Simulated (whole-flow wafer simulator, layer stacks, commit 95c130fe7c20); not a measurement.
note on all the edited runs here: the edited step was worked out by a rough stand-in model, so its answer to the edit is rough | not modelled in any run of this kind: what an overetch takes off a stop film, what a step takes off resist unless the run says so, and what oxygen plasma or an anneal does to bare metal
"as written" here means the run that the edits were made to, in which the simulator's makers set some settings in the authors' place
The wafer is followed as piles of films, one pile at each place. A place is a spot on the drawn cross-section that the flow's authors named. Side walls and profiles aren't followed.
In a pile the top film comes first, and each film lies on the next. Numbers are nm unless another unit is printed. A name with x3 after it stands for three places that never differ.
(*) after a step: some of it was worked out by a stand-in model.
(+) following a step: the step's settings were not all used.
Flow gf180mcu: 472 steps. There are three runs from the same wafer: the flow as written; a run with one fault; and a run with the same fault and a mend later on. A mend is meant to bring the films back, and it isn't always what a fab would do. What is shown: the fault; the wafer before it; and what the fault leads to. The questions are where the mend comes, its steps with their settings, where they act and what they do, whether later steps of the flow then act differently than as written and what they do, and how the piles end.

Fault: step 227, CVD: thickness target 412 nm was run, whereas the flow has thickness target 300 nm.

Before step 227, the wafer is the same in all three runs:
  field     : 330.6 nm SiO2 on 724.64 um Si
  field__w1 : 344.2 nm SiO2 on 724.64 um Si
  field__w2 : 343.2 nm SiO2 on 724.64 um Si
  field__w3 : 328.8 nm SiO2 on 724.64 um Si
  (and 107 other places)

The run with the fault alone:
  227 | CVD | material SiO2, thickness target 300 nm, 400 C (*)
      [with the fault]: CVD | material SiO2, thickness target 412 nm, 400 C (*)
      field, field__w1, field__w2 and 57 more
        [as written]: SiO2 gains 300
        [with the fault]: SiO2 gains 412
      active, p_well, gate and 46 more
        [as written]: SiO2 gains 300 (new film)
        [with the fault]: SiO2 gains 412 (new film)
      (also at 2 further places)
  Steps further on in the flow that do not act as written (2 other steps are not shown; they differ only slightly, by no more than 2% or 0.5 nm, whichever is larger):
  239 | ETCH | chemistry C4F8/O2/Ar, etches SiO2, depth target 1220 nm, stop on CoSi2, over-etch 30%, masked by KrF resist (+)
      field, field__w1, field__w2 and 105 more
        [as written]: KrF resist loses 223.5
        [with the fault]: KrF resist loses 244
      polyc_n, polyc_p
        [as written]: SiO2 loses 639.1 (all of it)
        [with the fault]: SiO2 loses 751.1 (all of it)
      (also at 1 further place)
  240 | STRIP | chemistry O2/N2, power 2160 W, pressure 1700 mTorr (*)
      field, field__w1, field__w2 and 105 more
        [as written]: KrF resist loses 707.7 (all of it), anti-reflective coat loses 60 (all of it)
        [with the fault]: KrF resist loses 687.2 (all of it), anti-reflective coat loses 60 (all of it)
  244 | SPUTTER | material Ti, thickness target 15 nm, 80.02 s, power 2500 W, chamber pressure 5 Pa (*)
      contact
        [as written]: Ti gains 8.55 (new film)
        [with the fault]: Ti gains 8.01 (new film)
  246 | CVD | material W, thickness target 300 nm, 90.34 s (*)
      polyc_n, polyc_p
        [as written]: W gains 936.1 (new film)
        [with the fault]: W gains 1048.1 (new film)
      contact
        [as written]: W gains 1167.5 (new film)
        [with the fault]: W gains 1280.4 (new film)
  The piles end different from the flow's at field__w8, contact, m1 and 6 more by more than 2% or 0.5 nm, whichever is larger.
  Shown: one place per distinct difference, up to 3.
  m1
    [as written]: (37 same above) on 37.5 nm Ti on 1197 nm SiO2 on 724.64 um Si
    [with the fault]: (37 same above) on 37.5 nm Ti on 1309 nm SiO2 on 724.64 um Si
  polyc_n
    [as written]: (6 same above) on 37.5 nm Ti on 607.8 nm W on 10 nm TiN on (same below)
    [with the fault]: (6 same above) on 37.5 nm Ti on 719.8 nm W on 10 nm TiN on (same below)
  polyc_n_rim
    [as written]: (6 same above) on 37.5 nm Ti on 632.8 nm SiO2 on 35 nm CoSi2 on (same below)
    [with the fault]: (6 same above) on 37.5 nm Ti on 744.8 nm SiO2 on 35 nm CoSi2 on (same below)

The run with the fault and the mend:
  The mend stands after step 238.
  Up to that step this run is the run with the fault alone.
  239 | ETCH | chemistry C4F8/O2/Ar, etches SiO2, depth target 1332 nm, stop on CoSi2, over-etch 30%, masked by KrF resist (+) (the flow's step 239; as written it has depth target 1220 nm)
      field, field__w1, field__w2 and 105 more
        KrF resist loses 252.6
      polyc_n, polyc_p
        SiO2 loses 751.1 (all of it)
      contact
        SiO2 loses 971.5 (all of it)
  Steps further on in the flow that do not act as written (1 other step is not shown; it differs only slightly, by no more than 2% or 0.5 nm, whichever is larger):
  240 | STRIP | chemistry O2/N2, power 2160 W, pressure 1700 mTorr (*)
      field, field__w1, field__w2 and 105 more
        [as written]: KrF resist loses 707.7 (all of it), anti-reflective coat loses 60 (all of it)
        [with the mend]: KrF resist loses 678.6 (all of it), anti-reflective coat loses 60 (all of it)
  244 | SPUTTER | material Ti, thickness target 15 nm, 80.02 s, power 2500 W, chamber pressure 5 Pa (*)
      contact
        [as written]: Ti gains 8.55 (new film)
        [with the mend]: Ti gains 8.01 (new film)
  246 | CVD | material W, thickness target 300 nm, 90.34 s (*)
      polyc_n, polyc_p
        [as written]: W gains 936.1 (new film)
        [with the mend]: W gains 1048.1 (new film)
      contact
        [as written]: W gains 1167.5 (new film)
        [with the mend]: W gains 1280.4 (new film)
  The piles end different from the flow's at field__w8, contact, m1 and 6 more by more than 2% or 0.5 nm, whichever is larger.
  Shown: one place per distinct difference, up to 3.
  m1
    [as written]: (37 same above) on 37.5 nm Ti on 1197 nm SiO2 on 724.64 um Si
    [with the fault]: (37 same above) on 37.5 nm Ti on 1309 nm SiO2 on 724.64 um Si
    [with the mend]: (37 same above) on 37.5 nm Ti on 1309 nm SiO2 on 724.64 um Si
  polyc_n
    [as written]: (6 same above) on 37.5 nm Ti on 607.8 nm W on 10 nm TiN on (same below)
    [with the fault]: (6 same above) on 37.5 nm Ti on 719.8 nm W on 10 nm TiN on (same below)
    [with the mend]: (6 same above) on 37.5 nm Ti on 719.8 nm W on 10 nm TiN on (same below)
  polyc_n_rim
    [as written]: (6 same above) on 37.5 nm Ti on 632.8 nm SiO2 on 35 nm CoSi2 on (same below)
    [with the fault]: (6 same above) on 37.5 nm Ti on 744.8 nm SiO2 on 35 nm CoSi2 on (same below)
    [with the mend]: (6 same above) on 37.5 nm Ti on 744.8 nm SiO2 on 35 nm CoSi2 on (same below)
